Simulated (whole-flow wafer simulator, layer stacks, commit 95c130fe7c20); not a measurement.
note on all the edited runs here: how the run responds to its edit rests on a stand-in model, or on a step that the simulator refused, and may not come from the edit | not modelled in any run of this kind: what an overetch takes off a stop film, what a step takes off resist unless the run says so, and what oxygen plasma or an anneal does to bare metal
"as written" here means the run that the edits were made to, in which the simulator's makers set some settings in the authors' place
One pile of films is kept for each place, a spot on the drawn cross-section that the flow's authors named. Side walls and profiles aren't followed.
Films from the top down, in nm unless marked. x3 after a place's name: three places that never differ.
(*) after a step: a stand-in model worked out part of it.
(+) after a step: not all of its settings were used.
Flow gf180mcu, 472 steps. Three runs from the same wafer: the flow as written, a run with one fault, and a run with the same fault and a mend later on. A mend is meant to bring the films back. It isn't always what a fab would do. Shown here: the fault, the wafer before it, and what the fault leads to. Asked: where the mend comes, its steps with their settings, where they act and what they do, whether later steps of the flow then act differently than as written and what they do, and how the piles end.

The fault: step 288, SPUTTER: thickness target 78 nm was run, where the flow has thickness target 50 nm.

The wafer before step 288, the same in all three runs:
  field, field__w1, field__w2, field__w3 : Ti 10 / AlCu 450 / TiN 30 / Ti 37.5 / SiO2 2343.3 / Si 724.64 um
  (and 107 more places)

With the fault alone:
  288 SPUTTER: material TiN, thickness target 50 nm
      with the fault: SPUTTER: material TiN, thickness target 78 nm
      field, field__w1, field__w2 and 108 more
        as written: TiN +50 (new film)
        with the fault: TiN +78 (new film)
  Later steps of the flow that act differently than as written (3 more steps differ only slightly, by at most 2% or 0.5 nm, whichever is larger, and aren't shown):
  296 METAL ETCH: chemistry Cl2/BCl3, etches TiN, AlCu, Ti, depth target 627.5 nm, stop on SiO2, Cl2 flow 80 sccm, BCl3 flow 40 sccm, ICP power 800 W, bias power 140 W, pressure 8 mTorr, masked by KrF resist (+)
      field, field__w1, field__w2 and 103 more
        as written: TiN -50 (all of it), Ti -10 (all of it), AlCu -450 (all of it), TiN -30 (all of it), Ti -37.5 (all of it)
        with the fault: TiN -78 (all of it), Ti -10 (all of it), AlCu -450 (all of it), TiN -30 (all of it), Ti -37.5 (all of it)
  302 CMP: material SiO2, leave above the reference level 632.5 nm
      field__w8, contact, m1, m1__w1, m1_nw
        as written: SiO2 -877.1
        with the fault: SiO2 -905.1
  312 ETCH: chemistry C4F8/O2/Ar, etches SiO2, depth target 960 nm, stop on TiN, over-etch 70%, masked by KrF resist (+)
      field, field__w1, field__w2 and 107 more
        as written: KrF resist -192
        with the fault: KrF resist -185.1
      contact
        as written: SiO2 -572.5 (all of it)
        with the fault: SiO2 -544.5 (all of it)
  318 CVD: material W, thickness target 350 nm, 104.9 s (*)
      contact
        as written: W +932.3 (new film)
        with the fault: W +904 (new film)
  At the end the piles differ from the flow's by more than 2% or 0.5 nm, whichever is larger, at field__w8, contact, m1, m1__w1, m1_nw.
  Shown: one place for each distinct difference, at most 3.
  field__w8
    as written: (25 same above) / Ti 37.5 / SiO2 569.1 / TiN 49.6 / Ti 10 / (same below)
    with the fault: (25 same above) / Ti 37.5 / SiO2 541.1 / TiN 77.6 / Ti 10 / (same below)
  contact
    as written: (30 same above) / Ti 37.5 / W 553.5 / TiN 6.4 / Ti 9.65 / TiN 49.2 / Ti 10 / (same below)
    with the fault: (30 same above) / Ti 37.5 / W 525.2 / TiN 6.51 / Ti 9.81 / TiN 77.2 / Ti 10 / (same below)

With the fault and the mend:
  The mend comes after step 295.
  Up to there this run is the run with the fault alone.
  295a STRIP: chemistry O2/N2, power 2160 W, pressure 1700 mTorr (*)
      field__w8, contact, m1, m1__w1, m1_nw
        KrF resist -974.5 (all of it)
  295b METAL ETCH: chemistry Cl2/BCl3, etches TiN, AlCu, Ti, depth target 28 nm, Cl2 flow 80 sccm, BCl3 flow 40 sccm, ICP power 800 W, bias power 140 W, pressure 8 mTorr (the flow's step 260 once more, with other settings)
      field, field__w1, field__w2 and 108 more
        TiN -28
  295c HMDS: 120 C, 60 s (the flow's step 290 once more)
      changes no film at any place that is followed
  295d COAT: KrF resist, thickness 1000 nm (the flow's step 291 once more)
      field, field__w1, field__w2 and 108 more
        KrF resist +1000 (new film)
  295e SOFTBAKE: KrF resist (the flow's step 292 once more)
      changes no film at any place that is followed
  295f EXPOSE: photomask Metal2 (the flow's step 293 once more)
      changes no film at any place that is followed
  295g PEB: KrF resist, 135 C, 90 s (the flow's step 294 once more)
      field, field__w1, field__w2 and 108 more
        KrF resist -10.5
  295h DEVELOP: thickness 1000 nm, 60 s (the flow's step 295 once more)
      field, field__w1, field__w2 and 103 more
        KrF resist -989.5 (all of it)
      field__w8, contact, m1, m1__w1, m1_nw
        KrF resist -14.9
  No later step of the flow acts differently than as written at any place that is followed.
  At the end the piles are the same as the flow's at every place that both follow.
